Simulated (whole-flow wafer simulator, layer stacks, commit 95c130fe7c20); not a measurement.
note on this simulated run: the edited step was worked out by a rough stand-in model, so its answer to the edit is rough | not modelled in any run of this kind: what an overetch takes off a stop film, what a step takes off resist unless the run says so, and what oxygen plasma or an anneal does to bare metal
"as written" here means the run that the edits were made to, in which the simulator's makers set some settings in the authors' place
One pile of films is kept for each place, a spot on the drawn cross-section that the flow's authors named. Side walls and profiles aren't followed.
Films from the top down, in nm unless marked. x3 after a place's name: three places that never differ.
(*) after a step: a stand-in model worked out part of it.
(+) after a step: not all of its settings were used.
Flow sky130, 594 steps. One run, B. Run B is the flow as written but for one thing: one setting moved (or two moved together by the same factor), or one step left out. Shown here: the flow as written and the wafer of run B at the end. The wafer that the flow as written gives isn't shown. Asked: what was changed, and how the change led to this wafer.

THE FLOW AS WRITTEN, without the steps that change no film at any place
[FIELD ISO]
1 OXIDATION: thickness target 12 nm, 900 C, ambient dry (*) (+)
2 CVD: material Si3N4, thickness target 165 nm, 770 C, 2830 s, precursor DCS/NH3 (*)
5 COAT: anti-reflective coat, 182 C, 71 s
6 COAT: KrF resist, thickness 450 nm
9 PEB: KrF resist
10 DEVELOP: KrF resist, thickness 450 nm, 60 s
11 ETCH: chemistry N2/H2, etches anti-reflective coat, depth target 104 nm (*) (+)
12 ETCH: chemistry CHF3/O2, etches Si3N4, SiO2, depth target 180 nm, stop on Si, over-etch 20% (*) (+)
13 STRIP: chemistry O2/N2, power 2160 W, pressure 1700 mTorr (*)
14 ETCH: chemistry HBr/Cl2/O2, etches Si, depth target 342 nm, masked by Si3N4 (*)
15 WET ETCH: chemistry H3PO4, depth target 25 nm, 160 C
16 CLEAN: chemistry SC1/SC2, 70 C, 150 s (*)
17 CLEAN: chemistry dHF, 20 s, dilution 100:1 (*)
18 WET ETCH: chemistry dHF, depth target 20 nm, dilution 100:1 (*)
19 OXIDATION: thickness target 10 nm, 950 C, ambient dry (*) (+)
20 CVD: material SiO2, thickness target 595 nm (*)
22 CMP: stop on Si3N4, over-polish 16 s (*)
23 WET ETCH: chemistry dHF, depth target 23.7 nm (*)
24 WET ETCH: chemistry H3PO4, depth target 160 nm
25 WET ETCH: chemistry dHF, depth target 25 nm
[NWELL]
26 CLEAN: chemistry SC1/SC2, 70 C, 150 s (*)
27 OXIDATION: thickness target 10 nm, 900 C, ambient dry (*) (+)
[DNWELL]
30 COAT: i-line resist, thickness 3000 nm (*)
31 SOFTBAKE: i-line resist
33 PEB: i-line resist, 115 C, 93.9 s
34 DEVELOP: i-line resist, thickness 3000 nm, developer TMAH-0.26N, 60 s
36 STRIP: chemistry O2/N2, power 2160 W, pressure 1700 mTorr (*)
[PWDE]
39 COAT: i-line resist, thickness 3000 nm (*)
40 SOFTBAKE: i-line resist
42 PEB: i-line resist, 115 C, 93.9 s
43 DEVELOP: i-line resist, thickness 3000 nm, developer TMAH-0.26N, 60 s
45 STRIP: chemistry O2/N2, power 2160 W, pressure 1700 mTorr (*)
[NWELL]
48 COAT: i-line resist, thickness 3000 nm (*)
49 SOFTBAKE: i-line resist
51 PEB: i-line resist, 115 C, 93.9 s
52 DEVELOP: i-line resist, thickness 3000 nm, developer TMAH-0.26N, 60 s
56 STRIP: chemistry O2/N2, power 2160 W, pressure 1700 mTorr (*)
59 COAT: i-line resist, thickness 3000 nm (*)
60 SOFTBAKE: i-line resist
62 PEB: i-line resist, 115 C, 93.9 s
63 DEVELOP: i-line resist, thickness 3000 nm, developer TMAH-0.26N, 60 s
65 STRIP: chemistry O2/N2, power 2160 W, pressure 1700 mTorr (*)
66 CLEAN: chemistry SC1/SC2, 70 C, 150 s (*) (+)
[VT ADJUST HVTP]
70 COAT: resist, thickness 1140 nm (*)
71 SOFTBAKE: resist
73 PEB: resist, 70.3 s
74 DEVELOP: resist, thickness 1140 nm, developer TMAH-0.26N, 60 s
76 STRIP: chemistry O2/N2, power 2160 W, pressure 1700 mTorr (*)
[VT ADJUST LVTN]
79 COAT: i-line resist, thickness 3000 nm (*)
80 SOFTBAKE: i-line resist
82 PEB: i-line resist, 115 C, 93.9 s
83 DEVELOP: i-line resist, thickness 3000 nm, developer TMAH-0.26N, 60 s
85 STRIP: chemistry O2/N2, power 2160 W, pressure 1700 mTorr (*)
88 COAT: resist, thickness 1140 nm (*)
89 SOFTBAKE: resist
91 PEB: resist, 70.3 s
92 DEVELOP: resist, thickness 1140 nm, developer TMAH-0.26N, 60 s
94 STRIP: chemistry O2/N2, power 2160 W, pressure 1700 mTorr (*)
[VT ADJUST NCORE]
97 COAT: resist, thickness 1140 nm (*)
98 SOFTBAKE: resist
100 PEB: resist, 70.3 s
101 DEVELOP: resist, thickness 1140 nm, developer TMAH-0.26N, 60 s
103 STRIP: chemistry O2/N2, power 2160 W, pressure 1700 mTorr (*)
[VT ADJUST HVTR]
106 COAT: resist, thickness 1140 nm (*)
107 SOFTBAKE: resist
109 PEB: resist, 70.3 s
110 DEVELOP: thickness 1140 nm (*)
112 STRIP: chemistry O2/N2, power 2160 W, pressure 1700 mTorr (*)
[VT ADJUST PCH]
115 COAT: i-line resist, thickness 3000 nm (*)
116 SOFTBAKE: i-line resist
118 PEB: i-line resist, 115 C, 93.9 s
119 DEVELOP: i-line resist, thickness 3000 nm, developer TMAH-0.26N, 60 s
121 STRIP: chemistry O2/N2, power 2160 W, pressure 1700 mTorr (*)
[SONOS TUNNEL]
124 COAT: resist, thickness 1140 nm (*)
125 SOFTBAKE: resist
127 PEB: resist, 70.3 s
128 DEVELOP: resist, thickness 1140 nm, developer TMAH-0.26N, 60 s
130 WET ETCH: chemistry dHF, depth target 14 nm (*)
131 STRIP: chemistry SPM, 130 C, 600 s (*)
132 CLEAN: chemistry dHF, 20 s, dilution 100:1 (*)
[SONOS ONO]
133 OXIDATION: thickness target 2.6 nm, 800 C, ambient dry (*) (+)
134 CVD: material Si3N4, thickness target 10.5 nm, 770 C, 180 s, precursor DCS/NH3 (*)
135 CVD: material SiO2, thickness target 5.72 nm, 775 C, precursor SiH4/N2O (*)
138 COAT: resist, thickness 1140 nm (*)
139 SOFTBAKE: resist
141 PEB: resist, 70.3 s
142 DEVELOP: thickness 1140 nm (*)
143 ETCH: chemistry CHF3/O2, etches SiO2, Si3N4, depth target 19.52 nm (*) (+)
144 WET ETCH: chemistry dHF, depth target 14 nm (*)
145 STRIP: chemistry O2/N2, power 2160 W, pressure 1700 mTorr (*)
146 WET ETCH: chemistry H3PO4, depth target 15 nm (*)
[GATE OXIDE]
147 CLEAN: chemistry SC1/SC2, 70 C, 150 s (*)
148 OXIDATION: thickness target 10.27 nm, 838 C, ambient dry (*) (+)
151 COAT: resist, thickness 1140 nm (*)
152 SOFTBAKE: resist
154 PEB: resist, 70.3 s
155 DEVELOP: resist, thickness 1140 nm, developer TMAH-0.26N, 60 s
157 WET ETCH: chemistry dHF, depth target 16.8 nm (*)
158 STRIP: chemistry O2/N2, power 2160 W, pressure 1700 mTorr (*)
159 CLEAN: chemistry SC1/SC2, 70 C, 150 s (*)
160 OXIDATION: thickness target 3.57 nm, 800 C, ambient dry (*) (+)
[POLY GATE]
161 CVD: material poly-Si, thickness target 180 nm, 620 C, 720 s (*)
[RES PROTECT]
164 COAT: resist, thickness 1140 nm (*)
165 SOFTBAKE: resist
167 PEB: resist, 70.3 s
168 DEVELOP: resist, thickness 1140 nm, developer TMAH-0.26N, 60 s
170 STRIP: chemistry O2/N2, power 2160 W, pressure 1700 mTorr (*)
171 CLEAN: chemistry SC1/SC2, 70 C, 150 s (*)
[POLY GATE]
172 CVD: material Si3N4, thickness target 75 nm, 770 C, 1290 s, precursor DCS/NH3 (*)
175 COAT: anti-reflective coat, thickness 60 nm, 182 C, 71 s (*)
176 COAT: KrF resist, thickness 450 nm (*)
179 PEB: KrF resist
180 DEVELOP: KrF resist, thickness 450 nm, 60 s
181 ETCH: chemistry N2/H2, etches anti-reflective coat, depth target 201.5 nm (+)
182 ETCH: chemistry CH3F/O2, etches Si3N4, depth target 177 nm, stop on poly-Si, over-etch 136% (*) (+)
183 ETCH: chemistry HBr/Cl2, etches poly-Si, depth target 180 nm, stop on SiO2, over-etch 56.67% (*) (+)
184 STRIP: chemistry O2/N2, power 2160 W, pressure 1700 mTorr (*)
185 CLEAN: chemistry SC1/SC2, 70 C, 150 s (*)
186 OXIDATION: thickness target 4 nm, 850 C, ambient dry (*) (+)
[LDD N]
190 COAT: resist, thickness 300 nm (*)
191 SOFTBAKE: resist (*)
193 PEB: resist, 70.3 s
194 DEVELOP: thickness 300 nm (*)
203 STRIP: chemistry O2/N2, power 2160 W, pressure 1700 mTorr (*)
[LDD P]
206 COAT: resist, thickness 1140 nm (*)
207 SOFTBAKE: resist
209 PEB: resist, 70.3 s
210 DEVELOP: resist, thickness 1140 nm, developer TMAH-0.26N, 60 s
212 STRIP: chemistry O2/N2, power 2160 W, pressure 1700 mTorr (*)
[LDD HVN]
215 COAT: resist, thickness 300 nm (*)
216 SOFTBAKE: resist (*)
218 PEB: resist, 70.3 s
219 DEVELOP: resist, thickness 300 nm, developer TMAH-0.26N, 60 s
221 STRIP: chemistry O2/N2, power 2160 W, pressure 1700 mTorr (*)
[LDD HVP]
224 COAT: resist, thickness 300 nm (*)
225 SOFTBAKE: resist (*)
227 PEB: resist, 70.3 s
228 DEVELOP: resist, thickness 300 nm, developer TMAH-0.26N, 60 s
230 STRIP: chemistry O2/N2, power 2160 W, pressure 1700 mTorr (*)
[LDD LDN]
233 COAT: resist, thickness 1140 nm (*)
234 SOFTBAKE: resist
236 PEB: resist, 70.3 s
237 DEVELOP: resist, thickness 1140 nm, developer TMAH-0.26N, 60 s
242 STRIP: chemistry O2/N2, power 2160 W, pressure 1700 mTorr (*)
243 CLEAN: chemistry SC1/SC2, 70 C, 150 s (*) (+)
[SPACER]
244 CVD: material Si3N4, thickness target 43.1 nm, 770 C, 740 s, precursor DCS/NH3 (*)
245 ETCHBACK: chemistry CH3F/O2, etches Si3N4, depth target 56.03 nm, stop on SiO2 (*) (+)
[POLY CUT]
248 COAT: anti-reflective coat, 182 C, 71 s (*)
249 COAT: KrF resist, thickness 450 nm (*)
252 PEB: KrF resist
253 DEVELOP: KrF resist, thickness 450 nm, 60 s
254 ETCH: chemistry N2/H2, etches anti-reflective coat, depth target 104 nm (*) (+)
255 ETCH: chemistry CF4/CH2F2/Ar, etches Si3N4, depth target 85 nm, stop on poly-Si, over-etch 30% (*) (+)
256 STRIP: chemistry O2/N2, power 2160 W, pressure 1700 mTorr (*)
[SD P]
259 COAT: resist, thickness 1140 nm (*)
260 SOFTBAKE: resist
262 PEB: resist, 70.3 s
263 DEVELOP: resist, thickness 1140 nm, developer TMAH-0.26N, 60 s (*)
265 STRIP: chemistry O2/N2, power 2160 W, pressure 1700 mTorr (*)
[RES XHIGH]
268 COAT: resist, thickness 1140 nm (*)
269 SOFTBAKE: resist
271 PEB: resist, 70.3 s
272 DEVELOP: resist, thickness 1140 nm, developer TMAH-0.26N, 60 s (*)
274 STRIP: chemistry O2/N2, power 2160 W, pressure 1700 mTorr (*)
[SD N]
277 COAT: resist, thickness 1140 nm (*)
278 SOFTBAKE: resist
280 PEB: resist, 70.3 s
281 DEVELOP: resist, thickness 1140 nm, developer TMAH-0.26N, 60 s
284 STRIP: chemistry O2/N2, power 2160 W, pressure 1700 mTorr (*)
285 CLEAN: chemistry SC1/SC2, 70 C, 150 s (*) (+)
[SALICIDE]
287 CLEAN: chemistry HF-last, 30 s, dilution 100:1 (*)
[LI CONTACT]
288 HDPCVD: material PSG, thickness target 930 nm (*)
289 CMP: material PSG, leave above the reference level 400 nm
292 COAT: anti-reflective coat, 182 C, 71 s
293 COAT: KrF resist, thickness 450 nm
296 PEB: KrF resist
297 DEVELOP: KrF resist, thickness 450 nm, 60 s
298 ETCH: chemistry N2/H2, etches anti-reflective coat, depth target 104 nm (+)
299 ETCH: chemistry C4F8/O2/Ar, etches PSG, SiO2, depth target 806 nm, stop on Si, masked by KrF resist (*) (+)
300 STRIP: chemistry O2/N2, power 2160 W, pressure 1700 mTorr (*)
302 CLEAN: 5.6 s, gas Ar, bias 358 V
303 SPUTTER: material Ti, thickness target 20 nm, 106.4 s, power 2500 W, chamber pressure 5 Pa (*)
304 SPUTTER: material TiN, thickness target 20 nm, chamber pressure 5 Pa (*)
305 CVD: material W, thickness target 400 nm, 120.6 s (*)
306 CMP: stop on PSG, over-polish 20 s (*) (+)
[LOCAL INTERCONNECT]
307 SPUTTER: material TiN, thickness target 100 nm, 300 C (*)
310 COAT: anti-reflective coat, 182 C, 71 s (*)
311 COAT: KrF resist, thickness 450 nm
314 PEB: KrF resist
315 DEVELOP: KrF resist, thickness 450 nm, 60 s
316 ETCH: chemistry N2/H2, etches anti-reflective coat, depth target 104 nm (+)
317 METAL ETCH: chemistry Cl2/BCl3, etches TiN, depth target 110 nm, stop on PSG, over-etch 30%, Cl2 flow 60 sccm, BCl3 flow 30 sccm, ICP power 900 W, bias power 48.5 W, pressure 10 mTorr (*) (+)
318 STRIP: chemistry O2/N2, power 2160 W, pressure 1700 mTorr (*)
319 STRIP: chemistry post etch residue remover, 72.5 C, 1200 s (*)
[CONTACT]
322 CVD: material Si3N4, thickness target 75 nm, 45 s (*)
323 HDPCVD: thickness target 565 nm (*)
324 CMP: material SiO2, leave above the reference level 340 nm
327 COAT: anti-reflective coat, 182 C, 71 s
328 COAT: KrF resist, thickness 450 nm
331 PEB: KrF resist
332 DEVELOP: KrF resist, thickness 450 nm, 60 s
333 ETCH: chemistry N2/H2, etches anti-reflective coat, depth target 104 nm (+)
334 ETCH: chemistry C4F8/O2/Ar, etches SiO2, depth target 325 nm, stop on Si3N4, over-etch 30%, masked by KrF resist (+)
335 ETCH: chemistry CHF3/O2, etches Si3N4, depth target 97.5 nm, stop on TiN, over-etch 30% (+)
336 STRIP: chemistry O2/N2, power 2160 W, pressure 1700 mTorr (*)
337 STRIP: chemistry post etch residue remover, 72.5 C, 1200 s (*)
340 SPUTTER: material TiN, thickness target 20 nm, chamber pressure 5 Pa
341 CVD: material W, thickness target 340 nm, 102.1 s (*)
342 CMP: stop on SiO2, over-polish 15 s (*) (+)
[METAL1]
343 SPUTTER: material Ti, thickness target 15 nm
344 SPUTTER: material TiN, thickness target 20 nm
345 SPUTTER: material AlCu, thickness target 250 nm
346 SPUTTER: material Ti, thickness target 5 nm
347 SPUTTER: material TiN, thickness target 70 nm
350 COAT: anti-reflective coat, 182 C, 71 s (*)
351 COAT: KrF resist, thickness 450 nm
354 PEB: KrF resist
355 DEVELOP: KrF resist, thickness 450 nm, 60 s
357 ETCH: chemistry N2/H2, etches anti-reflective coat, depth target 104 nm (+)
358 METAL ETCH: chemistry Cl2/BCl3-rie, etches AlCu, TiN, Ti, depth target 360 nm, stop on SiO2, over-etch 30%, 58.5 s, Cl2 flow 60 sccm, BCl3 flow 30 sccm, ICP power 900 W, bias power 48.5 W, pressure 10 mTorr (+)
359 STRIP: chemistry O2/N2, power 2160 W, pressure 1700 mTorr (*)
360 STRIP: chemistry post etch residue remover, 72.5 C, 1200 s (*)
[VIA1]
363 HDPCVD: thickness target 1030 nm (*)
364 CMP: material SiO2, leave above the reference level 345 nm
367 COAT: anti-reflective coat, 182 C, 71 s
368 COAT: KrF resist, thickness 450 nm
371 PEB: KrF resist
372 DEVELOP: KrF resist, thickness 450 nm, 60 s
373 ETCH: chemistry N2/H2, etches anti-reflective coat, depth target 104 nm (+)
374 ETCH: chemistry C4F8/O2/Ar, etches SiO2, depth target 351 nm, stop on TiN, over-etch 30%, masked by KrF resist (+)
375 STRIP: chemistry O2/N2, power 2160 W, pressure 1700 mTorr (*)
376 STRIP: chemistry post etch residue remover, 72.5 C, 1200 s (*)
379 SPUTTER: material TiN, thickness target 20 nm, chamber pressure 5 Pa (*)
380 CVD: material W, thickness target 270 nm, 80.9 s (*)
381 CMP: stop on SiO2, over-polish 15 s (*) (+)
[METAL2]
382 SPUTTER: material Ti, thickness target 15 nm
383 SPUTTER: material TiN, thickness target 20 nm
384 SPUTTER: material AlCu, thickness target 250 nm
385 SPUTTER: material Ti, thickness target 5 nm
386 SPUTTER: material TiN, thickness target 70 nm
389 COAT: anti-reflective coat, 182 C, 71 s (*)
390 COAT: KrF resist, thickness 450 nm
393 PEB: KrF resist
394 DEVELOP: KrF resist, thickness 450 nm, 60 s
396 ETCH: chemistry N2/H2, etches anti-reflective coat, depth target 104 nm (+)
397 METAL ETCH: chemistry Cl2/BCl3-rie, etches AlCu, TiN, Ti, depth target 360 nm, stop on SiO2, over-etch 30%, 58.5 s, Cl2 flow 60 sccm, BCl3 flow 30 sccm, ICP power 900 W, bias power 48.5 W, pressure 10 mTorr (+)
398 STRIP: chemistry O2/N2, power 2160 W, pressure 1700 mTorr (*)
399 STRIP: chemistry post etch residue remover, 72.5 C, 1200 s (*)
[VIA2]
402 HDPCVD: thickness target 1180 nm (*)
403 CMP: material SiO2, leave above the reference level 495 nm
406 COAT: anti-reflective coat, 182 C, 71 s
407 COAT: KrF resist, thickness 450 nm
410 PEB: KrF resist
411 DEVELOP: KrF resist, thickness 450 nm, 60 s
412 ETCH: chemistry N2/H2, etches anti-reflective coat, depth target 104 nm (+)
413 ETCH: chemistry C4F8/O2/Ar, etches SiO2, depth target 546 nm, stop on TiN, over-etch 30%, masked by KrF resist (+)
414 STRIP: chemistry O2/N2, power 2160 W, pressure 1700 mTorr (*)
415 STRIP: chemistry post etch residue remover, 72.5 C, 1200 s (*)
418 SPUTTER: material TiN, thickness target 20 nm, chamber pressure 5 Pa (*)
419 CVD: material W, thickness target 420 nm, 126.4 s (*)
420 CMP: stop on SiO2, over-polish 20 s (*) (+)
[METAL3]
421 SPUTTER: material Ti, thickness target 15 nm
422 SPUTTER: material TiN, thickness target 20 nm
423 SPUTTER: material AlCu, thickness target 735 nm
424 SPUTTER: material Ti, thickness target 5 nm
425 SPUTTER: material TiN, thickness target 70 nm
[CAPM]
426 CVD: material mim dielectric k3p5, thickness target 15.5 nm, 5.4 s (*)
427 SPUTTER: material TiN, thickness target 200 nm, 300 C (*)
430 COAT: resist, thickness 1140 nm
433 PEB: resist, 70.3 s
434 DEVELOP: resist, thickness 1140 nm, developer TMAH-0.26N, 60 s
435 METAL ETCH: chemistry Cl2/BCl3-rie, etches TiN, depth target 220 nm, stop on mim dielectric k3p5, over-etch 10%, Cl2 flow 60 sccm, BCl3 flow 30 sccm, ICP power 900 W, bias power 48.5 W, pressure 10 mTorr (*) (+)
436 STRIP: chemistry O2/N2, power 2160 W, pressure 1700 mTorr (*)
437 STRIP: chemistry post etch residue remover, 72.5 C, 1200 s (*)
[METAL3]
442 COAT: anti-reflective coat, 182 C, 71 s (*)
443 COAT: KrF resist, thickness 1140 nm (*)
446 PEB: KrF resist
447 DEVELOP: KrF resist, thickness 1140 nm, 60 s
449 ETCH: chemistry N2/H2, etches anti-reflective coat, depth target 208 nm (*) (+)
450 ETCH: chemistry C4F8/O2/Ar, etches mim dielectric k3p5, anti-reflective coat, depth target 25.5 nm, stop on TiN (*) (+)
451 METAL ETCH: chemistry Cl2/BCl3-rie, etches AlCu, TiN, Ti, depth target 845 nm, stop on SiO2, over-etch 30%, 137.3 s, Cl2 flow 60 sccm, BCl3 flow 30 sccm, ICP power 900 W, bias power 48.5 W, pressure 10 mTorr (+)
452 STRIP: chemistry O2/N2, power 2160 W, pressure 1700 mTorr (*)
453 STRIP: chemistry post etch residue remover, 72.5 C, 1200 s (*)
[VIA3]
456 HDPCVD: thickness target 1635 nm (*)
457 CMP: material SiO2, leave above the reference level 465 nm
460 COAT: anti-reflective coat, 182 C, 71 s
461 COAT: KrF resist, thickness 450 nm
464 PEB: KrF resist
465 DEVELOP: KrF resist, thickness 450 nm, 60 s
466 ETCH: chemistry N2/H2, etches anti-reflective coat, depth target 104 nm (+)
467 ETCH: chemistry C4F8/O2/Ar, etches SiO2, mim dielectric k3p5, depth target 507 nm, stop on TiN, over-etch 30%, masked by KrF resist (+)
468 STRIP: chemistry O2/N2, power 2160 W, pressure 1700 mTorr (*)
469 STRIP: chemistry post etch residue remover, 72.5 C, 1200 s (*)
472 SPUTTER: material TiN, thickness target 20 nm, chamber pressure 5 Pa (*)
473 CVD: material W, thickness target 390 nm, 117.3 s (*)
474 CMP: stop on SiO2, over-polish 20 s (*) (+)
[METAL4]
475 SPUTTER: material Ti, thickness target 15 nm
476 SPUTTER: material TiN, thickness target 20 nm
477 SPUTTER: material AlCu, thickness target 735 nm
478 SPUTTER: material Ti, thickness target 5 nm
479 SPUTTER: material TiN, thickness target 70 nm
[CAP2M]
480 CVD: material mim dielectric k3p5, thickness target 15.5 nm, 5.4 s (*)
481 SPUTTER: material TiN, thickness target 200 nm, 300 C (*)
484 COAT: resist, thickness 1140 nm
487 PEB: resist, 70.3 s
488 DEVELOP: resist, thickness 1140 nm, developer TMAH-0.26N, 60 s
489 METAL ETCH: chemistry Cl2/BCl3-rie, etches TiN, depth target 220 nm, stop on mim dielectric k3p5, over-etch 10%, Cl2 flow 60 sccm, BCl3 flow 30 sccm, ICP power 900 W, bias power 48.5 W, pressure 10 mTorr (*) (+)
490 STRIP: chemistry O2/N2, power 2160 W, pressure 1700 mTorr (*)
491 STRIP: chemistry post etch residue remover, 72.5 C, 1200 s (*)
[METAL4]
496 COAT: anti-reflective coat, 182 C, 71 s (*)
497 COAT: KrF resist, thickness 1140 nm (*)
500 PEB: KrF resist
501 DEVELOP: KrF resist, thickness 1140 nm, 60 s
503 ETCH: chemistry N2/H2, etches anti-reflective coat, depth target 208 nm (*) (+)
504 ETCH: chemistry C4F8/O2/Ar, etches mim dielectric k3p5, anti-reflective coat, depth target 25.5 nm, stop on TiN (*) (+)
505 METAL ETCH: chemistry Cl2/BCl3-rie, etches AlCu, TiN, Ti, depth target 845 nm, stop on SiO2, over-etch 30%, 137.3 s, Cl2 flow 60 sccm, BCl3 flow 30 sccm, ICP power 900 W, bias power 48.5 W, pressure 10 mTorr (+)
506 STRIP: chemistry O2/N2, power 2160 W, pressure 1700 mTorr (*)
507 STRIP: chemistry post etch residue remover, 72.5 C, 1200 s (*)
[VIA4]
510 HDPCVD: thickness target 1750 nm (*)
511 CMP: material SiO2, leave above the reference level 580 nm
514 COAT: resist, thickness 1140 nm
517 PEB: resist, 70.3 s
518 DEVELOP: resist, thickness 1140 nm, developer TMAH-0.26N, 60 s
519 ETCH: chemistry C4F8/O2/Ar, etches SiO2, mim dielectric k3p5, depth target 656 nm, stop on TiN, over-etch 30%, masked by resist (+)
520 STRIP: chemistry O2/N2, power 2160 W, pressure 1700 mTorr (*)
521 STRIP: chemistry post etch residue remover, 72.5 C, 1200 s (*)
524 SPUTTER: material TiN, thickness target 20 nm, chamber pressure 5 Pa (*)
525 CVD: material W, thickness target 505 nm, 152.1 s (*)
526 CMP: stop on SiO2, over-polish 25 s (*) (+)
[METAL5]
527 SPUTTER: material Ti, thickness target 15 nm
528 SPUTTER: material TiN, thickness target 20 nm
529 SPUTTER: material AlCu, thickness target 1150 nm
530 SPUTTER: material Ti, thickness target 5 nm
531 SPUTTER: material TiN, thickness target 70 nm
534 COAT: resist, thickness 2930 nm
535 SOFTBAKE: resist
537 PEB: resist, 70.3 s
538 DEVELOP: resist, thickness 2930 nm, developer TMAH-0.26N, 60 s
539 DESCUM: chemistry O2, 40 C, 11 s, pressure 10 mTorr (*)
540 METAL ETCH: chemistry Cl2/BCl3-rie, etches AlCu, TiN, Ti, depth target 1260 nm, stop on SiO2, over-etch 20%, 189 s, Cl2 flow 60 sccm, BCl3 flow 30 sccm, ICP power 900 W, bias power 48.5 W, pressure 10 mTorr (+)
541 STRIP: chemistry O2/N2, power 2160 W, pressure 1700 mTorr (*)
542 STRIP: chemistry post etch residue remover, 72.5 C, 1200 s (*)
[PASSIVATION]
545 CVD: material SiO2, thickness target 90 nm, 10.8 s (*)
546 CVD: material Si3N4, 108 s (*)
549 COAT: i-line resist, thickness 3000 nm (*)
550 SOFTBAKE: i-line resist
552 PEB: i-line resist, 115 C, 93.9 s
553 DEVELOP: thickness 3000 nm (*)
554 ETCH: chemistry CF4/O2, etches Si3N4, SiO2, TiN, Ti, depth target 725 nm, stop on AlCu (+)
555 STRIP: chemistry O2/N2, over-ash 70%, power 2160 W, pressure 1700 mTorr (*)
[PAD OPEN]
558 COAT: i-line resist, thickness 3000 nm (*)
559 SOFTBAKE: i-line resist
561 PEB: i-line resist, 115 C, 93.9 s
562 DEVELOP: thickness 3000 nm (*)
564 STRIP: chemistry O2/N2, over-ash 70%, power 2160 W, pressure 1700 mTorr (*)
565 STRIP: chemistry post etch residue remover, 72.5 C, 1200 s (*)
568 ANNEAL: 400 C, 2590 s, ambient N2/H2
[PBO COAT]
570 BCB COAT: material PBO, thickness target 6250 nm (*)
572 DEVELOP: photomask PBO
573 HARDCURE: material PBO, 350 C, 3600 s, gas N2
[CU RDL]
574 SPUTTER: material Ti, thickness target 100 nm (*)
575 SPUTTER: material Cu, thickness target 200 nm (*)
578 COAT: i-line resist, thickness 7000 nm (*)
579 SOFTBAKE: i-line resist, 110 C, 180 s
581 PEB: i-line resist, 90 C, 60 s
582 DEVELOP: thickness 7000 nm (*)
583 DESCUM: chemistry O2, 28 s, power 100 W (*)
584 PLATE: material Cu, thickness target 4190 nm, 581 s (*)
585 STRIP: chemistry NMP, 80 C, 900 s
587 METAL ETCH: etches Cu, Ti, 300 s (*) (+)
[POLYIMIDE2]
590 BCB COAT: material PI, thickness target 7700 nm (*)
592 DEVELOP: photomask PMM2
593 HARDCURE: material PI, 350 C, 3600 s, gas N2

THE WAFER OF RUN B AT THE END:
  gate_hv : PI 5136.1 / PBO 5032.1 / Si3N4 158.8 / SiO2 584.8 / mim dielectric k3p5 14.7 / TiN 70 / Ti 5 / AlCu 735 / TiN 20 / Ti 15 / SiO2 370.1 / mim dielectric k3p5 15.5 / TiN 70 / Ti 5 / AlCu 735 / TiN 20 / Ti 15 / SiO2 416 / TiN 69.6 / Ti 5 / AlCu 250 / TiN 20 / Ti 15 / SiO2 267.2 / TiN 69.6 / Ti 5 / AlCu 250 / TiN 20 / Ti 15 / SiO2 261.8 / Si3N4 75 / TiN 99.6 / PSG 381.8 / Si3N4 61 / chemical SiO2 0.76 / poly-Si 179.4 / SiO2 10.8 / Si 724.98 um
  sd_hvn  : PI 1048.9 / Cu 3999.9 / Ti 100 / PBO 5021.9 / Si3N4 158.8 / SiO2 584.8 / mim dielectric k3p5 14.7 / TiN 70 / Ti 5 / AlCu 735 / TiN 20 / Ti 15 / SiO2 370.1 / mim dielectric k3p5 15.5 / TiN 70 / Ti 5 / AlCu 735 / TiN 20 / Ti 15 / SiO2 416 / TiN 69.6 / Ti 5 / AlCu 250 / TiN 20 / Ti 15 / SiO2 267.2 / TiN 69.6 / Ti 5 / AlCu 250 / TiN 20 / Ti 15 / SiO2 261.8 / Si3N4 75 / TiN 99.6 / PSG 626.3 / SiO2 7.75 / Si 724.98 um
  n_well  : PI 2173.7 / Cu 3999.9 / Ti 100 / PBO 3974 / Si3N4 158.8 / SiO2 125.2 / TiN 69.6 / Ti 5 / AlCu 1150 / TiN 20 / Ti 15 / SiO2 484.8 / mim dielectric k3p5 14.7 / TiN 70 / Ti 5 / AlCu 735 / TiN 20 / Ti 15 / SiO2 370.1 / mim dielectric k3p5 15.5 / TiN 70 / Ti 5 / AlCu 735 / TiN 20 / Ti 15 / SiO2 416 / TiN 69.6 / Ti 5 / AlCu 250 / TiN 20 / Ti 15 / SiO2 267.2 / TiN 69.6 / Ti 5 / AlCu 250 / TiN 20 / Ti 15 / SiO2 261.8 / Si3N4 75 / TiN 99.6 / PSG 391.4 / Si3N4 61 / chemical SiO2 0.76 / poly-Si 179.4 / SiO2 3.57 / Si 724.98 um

The cause: step 480, CVD: thickness target 14.7 nm was run, where the flow has thickness target 15.5 nm; step 480, CVD: 5.13 s was run, where the flow has 5.4 s.
It can be read off the wafer: gate_hv has mim dielectric k3p5 14.7, and step 480 as written asks for 15.5 nm.

How the change led to this, step by step:
  480 CVD: material mim dielectric k3p5, thickness target 15.5 nm, 5.4 s (*)
      field, active, n_well and 189 more: mim dielectric k3p5 +14.7 (new film) (as written it would be: mim dielectric k3p5 +15.5 (new film))
  504 ETCH: chemistry C4F8/O2/Ar, etches mim dielectric k3p5, anti-reflective coat, depth target 25.5 nm, stop on TiN (*) (+)
      n_well, p_well, gate_hv and 102 more: KrF resist -14.7 (as written it would be: KrF resist -15.5)
      field, active, gate and 85 more: mim dielectric k3p5 -14.7 (all of it) (as written it would be: mim dielectric k3p5 -15.5 (all of it))
  519 ETCH: chemistry C4F8/O2/Ar, etches SiO2, mim dielectric k3p5, depth target 656 nm, stop on TiN, over-etch 30%, masked by resist (+)
      m1: SiO2 -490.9 (all of it), mim dielectric k3p5 -14.7 (all of it) (as written it would be: SiO2 -490.1 (all of it), mim dielectric k3p5 -15.5 (all of it))
      via4_hole: SiO2 -490.3 (all of it), mim dielectric k3p5 -14.7 (all of it) (as written it would be: SiO2 -489.5 (all of it), mim dielectric k3p5 -15.5 (all of it))
